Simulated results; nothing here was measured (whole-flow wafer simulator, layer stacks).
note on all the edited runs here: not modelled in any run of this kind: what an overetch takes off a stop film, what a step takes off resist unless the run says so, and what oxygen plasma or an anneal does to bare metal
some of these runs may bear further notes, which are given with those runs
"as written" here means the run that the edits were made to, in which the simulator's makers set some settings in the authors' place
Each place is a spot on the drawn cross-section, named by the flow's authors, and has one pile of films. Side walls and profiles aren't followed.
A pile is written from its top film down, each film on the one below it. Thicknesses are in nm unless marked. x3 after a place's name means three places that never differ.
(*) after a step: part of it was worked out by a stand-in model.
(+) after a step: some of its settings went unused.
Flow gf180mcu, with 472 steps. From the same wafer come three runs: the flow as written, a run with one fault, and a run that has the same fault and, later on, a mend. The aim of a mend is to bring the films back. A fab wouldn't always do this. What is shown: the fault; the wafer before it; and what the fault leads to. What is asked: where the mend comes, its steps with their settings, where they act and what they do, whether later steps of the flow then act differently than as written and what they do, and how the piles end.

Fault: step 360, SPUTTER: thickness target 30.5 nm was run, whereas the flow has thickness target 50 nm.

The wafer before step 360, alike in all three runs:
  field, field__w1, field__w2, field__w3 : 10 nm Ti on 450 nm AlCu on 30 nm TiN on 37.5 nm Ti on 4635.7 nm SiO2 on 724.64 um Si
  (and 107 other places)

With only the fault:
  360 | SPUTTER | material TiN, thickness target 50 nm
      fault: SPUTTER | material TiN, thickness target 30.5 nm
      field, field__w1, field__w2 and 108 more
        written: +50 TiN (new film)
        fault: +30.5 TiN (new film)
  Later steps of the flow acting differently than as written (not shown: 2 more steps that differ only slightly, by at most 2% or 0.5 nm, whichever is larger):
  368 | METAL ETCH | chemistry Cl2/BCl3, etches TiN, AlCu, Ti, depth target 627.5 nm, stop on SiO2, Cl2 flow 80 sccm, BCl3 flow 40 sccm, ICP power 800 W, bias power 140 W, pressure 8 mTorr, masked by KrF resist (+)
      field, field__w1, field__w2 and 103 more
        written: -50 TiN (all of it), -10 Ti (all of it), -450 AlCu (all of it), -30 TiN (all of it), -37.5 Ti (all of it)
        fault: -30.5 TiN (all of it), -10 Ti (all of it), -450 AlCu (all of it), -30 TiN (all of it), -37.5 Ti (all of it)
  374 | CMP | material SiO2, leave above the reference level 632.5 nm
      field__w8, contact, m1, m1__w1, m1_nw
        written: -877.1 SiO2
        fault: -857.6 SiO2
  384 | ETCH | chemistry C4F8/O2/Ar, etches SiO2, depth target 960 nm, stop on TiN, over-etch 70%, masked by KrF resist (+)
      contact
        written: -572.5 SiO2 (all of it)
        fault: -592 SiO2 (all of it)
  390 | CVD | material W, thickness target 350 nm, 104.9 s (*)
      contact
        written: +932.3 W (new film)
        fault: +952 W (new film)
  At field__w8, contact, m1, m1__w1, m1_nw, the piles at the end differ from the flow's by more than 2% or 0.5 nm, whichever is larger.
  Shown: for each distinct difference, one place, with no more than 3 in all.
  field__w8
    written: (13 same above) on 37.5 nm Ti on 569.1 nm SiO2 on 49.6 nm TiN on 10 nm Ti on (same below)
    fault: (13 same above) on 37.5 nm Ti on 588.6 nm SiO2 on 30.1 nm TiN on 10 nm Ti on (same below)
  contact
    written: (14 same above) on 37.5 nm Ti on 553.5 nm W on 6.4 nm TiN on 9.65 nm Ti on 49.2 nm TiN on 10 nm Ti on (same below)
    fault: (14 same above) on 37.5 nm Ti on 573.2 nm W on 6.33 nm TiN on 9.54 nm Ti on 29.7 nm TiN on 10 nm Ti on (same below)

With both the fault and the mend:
  After step 367 comes the mend.
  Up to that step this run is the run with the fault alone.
  367a | STRIP | chemistry O2/N2, power 2160 W, pressure 1700 mTorr (*)
      field__w8, contact, m1, m1__w1, m1_nw
        -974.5 KrF resist (all of it)
  367b | SPUTTER | material TiN, thickness target 19.5 nm (a further turn of the flow's step 360, with different settings)
      field, field__w1, field__w2 and 108 more
        +19.5 TiN
  367c | HMDS | 120 C, 60 s (a further turn of the flow's step 362)
      leaves every film unchanged at each place that is followed
  367d | COAT | KrF resist, thickness 1000 nm (a further turn of the flow's step 363)
      field, field__w1, field__w2 and 108 more
        +1000 KrF resist (new film)
  367e | SOFTBAKE | KrF resist (a further turn of the flow's step 364)
      leaves every film unchanged at each place that is followed
  367f | EXPOSE | photomask Metal4 (a further turn of the flow's step 365)
      leaves every film unchanged at each place that is followed
  367g | PEB | KrF resist, 135 C, 90 s (a further turn of the flow's step 366)
      field, field__w1, field__w2 and 108 more
        -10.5 KrF resist
  367h | DEVELOP | thickness 1000 nm, 60 s (a further turn of the flow's step 367)
      field, field__w1, field__w2 and 103 more
        -989.5 KrF resist (all of it)
      field__w8, contact, m1, m1__w1, m1_nw
        -14.9 KrF resist
  None of the later steps of the flow acts differently than as written at any place that is followed.
  By the end, the piles equal the flow's at every place that both follow.
